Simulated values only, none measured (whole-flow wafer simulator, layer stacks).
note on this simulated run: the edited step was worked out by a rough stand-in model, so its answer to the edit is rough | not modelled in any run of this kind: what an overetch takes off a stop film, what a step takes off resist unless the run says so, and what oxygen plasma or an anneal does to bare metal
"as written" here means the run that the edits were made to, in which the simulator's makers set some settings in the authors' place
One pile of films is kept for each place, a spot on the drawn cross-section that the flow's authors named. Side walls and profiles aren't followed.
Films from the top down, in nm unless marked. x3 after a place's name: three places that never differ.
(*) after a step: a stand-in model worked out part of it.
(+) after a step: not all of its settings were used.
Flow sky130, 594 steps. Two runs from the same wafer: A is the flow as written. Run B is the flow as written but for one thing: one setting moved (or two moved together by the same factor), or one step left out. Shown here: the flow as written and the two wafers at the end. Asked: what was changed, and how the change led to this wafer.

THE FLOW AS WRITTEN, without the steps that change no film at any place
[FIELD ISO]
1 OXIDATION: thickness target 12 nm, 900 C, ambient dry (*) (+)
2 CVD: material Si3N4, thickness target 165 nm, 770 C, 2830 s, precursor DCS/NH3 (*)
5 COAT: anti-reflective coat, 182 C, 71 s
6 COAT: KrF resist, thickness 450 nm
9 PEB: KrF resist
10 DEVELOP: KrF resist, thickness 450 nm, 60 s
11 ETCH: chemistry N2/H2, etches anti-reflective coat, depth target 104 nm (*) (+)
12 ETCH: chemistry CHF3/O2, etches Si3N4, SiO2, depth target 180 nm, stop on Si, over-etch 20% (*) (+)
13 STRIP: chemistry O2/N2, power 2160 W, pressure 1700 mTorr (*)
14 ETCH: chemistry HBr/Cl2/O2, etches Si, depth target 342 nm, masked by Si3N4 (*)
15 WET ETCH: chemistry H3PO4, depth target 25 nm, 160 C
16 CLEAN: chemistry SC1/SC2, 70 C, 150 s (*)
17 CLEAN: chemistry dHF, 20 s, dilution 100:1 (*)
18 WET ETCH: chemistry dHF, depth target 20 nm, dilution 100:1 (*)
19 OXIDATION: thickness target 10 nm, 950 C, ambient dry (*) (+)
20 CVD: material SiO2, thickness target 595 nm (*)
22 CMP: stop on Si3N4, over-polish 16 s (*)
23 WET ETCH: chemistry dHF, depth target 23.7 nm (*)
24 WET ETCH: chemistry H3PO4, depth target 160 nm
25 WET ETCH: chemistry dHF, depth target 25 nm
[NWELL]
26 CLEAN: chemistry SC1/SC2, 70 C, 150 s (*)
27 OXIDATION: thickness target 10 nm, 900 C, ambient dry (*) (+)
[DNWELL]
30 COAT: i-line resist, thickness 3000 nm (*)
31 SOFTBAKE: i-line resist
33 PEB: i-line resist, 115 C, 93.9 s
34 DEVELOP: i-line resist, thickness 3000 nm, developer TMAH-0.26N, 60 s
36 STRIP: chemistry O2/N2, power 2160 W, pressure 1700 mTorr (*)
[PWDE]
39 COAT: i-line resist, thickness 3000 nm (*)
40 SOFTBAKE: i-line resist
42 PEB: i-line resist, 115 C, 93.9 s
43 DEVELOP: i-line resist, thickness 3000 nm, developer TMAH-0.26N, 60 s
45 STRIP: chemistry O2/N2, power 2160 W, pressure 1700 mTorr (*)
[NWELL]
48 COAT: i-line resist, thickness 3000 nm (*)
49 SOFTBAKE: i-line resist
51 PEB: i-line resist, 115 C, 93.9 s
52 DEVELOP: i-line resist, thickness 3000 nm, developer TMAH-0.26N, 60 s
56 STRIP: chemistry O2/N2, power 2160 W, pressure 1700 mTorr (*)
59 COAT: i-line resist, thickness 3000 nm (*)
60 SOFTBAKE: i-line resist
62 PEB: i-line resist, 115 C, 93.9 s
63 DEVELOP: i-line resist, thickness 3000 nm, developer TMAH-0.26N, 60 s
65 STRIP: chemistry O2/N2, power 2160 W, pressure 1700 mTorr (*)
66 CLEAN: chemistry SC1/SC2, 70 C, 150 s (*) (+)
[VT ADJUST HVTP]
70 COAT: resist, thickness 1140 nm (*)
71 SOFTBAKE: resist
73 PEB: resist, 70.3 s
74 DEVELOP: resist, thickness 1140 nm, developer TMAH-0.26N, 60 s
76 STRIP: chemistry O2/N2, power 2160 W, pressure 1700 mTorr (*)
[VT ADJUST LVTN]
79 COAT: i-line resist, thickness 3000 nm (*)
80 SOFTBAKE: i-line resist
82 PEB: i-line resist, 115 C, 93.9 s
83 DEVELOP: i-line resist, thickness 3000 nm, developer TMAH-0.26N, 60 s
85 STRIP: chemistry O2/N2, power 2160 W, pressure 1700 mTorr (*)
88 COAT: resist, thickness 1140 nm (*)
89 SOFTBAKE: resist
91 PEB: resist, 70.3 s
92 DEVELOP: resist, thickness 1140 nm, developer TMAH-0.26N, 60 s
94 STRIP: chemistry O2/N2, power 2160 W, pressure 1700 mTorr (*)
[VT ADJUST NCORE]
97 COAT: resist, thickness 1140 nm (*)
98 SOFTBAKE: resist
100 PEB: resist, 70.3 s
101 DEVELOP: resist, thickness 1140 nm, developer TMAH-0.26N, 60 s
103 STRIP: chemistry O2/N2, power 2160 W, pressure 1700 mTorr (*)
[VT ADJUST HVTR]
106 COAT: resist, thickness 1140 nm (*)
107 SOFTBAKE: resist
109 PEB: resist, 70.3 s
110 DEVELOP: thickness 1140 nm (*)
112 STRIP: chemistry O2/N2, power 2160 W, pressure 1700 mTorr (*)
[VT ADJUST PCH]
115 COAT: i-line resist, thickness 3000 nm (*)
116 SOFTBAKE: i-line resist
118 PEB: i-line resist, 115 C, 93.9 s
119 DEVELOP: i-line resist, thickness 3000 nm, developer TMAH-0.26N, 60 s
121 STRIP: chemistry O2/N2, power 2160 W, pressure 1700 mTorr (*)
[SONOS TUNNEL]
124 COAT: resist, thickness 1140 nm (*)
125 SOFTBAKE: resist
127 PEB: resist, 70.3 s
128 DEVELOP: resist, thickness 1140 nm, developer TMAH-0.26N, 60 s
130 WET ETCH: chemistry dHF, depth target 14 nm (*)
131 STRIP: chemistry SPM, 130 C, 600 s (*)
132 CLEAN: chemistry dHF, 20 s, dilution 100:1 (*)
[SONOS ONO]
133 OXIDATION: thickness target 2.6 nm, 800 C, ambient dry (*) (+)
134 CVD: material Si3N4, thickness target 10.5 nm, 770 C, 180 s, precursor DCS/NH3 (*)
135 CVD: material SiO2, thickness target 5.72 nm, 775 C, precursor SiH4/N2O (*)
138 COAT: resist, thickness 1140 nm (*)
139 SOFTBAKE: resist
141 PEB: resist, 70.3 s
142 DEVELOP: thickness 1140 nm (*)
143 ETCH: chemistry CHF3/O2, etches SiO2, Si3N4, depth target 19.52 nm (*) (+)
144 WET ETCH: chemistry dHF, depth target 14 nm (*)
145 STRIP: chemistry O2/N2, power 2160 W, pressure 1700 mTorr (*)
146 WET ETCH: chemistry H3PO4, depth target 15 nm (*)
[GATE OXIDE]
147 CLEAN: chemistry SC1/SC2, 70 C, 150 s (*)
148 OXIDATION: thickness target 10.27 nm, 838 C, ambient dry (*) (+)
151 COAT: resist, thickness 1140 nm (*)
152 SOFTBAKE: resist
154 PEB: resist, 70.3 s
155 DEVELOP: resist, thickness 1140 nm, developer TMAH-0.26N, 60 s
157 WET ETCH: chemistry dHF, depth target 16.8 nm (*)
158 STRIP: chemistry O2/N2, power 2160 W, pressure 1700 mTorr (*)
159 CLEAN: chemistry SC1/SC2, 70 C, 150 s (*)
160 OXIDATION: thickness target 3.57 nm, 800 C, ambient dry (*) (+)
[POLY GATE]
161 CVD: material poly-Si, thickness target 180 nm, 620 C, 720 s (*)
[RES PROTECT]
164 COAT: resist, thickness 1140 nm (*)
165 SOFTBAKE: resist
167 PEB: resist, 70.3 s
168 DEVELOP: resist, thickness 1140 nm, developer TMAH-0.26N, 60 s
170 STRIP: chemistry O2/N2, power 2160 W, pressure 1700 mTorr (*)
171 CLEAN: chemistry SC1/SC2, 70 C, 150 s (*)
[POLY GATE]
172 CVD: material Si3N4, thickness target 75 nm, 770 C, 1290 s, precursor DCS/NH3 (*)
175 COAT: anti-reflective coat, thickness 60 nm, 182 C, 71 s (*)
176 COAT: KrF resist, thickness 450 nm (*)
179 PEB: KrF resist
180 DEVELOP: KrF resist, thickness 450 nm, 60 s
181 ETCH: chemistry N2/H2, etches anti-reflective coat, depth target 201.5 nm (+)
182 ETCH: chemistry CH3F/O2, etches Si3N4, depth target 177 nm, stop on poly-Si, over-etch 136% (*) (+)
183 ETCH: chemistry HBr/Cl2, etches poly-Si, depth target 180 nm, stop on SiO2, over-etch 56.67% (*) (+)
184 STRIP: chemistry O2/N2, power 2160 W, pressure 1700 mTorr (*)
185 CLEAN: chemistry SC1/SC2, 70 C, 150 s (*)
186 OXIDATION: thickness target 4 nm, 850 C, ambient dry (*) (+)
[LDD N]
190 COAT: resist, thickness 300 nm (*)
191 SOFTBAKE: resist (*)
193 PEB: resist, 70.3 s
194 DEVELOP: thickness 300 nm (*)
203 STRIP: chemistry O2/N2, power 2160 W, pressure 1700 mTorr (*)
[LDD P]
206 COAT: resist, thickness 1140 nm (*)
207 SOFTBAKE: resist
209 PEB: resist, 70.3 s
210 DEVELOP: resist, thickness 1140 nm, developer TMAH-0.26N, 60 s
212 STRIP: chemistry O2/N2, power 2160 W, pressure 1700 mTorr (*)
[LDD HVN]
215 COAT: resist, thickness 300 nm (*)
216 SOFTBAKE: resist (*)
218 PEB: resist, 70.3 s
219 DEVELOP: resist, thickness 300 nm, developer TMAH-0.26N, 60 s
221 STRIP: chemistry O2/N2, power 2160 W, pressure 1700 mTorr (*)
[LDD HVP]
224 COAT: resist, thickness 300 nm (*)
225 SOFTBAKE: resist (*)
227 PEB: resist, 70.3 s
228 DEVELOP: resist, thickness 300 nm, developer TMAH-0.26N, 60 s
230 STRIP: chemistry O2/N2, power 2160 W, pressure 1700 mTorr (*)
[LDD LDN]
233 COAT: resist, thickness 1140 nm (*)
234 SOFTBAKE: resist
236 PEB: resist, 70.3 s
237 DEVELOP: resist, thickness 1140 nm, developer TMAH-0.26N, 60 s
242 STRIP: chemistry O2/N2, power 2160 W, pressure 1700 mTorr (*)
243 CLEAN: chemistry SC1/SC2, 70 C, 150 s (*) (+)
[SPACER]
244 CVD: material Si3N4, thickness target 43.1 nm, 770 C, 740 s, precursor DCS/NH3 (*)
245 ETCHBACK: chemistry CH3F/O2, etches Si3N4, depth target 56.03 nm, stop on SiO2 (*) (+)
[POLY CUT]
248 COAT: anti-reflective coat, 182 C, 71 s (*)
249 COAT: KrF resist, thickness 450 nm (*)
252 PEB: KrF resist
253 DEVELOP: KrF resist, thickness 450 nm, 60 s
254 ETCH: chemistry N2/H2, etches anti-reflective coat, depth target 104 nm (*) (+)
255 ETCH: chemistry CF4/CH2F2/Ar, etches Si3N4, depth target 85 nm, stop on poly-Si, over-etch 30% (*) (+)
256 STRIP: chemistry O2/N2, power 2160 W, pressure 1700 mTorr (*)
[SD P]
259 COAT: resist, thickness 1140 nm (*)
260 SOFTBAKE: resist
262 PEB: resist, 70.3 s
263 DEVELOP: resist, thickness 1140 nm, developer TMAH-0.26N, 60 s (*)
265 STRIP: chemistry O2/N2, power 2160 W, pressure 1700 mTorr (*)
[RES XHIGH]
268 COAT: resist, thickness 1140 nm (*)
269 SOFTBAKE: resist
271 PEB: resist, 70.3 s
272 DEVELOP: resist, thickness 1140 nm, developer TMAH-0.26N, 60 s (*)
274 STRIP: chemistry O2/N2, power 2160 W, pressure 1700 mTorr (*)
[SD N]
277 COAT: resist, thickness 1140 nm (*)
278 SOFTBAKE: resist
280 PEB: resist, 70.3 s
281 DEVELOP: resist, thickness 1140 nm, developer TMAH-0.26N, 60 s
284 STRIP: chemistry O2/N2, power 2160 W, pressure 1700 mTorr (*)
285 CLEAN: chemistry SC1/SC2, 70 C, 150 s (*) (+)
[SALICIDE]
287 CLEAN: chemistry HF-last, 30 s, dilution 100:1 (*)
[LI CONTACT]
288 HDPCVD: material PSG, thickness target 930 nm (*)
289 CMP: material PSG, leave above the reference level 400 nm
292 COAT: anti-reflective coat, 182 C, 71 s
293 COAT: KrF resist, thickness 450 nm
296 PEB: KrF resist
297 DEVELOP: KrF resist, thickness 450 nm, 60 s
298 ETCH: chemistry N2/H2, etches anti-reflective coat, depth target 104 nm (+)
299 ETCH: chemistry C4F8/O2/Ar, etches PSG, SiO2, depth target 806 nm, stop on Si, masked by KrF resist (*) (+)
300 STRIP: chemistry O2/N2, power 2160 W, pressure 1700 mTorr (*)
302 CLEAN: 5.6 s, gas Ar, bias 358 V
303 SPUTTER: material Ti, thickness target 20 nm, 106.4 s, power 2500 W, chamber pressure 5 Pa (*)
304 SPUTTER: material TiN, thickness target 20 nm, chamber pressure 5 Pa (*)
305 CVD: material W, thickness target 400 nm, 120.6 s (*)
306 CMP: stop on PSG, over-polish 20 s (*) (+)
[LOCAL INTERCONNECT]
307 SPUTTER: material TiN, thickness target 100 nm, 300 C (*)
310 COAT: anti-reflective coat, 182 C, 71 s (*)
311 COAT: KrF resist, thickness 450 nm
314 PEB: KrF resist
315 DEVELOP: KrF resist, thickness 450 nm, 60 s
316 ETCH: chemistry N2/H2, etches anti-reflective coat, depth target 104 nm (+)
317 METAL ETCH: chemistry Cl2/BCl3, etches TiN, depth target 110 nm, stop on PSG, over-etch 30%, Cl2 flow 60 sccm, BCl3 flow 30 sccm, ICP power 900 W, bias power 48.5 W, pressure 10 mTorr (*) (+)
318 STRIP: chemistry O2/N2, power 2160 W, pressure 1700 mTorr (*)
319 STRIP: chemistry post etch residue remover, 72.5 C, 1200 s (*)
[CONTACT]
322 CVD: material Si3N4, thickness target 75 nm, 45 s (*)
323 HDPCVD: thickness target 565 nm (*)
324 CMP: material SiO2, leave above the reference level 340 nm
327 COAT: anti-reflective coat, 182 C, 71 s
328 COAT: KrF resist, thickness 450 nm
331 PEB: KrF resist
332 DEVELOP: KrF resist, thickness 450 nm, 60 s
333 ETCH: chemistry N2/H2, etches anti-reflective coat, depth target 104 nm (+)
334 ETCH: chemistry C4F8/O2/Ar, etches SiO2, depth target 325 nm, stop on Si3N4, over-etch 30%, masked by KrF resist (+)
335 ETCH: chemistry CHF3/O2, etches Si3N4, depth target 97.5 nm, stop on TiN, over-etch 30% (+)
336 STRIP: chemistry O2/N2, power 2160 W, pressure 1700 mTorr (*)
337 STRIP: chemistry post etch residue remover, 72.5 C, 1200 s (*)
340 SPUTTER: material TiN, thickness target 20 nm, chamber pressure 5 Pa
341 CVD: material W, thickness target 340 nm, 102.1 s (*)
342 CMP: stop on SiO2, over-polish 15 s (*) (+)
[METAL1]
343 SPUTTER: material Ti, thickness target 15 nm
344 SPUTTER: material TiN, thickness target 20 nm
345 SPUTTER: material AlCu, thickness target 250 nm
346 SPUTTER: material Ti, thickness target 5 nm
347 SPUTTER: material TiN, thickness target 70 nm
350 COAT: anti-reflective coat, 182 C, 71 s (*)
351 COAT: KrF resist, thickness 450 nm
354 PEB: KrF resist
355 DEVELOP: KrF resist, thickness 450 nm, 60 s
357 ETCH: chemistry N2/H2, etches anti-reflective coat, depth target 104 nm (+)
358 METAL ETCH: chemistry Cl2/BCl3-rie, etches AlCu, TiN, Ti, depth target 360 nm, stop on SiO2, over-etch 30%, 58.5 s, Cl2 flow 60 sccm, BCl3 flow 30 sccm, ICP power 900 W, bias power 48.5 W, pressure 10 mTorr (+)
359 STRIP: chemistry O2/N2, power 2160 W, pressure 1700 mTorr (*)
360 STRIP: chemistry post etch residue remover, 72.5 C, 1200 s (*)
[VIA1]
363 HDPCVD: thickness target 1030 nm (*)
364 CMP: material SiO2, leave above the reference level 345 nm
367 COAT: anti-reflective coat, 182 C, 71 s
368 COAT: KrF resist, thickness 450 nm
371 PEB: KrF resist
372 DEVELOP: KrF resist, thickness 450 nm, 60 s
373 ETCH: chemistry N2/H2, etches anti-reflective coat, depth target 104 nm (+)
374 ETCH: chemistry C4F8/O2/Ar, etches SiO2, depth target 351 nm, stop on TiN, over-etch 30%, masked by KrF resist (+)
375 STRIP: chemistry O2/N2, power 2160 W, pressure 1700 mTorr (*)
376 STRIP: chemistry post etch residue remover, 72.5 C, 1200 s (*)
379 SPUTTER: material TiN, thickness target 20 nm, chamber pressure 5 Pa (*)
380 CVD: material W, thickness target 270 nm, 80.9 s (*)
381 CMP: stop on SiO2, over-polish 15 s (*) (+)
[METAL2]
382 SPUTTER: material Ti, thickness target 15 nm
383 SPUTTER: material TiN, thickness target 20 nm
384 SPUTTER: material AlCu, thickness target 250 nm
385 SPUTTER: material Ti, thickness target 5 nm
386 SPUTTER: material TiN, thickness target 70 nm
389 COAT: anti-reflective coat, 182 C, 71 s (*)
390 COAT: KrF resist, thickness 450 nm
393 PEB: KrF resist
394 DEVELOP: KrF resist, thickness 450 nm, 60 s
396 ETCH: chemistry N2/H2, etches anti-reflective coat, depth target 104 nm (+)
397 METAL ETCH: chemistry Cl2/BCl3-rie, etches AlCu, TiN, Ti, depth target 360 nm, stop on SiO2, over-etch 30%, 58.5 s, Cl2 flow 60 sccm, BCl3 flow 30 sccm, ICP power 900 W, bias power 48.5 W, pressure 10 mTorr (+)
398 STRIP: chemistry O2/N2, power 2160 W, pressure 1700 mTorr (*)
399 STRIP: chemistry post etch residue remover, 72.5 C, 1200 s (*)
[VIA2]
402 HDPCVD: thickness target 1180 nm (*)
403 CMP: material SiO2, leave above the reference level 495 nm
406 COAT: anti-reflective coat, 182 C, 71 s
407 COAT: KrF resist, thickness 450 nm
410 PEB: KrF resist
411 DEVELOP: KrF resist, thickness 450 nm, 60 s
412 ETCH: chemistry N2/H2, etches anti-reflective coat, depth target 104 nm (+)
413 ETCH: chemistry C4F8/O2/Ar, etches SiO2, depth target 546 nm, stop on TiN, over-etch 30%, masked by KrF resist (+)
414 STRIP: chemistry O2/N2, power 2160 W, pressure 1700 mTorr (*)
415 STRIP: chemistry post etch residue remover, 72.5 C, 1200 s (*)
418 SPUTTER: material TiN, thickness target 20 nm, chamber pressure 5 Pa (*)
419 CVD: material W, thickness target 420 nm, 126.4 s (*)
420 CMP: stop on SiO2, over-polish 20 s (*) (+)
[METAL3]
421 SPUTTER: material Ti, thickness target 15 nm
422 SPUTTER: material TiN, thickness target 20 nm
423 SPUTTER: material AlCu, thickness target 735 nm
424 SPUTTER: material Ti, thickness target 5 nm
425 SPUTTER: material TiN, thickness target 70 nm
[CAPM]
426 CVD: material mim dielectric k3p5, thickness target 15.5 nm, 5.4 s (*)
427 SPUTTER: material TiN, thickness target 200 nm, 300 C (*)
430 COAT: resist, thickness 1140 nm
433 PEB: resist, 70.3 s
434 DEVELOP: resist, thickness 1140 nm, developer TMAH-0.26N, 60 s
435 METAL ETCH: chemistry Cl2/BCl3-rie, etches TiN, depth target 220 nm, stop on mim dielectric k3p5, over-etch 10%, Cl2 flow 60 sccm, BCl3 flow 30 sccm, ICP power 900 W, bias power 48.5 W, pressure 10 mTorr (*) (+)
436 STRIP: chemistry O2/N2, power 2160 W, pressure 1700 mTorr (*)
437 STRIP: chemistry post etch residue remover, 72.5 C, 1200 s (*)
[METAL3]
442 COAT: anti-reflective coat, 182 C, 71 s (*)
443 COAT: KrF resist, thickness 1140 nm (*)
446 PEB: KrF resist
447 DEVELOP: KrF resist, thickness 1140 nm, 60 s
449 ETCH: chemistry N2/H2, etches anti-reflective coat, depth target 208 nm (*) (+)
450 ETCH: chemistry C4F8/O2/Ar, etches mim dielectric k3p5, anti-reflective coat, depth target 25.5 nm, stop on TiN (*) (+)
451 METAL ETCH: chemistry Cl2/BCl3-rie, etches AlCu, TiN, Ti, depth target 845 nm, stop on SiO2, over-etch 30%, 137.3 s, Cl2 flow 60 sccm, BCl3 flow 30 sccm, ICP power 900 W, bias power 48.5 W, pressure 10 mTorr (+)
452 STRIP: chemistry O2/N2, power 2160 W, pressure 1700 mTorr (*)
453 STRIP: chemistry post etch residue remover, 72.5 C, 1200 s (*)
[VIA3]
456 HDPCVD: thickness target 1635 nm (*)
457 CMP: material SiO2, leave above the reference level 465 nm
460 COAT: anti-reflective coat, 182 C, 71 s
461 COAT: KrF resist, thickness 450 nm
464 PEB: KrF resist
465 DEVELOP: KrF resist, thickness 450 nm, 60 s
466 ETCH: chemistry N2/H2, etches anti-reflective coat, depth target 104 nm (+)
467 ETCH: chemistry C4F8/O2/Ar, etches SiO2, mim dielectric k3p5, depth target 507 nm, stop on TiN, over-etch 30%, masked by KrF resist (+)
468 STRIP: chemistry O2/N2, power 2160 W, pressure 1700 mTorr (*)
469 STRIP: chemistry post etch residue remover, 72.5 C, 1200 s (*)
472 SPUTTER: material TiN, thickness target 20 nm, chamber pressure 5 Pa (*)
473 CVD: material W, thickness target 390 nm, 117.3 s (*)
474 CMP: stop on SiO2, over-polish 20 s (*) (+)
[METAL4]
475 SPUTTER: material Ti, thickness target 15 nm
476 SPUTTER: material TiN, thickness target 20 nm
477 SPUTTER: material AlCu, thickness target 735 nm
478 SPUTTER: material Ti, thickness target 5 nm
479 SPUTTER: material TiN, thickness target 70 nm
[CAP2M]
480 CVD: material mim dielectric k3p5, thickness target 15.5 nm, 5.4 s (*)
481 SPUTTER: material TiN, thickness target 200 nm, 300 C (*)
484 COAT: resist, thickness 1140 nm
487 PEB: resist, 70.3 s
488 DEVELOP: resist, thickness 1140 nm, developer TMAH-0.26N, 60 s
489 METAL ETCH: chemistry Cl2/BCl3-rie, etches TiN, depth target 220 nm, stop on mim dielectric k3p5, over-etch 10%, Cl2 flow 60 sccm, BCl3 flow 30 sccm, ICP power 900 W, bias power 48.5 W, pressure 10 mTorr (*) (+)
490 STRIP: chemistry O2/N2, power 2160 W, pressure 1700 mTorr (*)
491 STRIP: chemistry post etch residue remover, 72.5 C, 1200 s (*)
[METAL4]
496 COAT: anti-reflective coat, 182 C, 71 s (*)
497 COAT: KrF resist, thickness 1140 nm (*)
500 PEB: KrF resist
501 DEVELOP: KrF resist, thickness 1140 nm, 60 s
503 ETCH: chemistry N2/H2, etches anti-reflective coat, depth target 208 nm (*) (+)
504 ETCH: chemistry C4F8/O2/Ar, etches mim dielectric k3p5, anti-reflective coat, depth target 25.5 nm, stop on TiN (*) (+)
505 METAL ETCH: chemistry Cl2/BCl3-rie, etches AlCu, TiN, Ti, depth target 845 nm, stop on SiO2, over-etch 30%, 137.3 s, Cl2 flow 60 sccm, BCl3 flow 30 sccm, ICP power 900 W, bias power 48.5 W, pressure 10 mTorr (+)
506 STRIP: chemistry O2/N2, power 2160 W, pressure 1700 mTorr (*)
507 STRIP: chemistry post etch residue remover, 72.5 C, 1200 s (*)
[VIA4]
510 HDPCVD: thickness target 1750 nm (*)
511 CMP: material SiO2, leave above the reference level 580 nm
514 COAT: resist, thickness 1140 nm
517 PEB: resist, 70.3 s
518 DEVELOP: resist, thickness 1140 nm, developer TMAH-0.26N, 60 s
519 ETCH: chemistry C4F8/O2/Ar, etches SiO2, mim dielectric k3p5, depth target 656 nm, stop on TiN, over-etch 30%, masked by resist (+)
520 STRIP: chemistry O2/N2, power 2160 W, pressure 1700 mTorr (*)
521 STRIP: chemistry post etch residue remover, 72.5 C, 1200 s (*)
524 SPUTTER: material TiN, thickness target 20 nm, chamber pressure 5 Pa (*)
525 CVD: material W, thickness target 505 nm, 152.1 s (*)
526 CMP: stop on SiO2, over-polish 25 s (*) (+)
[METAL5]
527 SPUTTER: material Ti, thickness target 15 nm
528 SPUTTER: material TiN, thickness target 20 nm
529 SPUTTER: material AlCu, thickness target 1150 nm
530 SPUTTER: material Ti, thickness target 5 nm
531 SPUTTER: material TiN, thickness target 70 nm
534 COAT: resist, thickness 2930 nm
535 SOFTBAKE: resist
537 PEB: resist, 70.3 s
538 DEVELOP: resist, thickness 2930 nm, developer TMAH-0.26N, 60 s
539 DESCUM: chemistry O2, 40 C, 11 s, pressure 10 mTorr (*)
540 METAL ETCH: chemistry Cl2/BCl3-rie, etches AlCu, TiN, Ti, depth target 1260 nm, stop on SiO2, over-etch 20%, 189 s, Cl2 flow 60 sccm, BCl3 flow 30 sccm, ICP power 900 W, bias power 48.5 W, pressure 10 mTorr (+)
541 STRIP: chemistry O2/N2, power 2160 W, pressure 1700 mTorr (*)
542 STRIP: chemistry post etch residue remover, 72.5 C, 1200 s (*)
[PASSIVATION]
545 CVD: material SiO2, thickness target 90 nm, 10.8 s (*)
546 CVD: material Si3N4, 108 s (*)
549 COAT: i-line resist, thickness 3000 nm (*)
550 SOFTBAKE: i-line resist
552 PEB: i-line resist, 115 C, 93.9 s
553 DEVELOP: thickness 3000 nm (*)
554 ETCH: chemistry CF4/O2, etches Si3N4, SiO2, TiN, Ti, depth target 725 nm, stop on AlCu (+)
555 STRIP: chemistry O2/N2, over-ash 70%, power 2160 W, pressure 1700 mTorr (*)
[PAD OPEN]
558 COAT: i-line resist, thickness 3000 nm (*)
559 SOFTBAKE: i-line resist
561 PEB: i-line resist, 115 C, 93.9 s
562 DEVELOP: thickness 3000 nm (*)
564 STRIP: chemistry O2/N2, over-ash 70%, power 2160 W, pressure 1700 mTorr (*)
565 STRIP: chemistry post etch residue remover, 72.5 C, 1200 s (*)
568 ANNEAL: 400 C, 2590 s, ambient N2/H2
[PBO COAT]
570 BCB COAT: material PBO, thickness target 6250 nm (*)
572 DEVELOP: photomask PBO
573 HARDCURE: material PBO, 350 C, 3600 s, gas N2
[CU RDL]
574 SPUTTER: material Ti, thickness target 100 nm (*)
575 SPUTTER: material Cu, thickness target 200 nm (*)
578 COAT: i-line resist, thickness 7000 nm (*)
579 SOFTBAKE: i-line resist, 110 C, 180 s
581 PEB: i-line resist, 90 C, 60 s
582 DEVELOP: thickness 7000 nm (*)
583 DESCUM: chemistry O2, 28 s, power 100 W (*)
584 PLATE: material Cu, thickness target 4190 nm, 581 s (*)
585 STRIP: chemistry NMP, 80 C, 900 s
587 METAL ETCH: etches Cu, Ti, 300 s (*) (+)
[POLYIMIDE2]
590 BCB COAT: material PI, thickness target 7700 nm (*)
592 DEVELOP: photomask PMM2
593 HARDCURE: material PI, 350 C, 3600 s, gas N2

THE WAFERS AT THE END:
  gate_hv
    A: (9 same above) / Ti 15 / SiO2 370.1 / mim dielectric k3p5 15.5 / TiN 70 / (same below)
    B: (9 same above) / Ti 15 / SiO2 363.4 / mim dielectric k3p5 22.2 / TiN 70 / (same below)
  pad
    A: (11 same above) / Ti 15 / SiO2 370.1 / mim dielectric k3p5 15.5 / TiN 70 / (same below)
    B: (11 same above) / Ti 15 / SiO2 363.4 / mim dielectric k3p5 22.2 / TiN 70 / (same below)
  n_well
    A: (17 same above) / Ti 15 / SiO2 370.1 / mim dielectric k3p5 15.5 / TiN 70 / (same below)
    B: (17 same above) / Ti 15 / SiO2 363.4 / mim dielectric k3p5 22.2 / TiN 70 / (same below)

The cause: step 426, CVD: thickness target 22.2 nm was run, where the flow has thickness target 15.5 nm; step 426, CVD: 7.72 s was run, where the flow has 5.4 s.
It can be read off the wafer: gate_hv has mim dielectric k3p5 22.2, and step 426 as written asks for 15.5 nm.

How the change led to this, step by step:
  426 CVD: material mim dielectric k3p5, thickness target 15.5 nm, 5.4 s (*)
      field, active, n_well and 188 more: A mim dielectric k3p5 +15.5 (new film) | B mim dielectric k3p5 +22.2 (new film)
  450 ETCH: chemistry C4F8/O2/Ar, etches mim dielectric k3p5, anti-reflective coat, depth target 25.5 nm, stop on TiN (*) (+)
      n_well, p_well, gate_hv and 104 more: A KrF resist -15.5 | B KrF resist -17
      field, active, gate and 82 more: A mim dielectric k3p5 -15.5 (all of it) | B mim dielectric k3p5 -22.2 (all of it)
  467 ETCH: chemistry C4F8/O2/Ar, etches SiO2, mim dielectric k3p5, depth target 507 nm, stop on TiN, over-etch 30%, masked by KrF resist (+)
      m1: A SiO2 -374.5 (all of it), mim dielectric k3p5 -15.5 (all of it) | B SiO2 -367.8 (all of it), mim dielectric k3p5 -22.2 (all of it)
      via3_hole: A SiO2 -373.9 (all of it), mim dielectric k3p5 -15.5 (all of it) | B SiO2 -367.2 (all of it), mim dielectric k3p5 -22.2 (all of it)
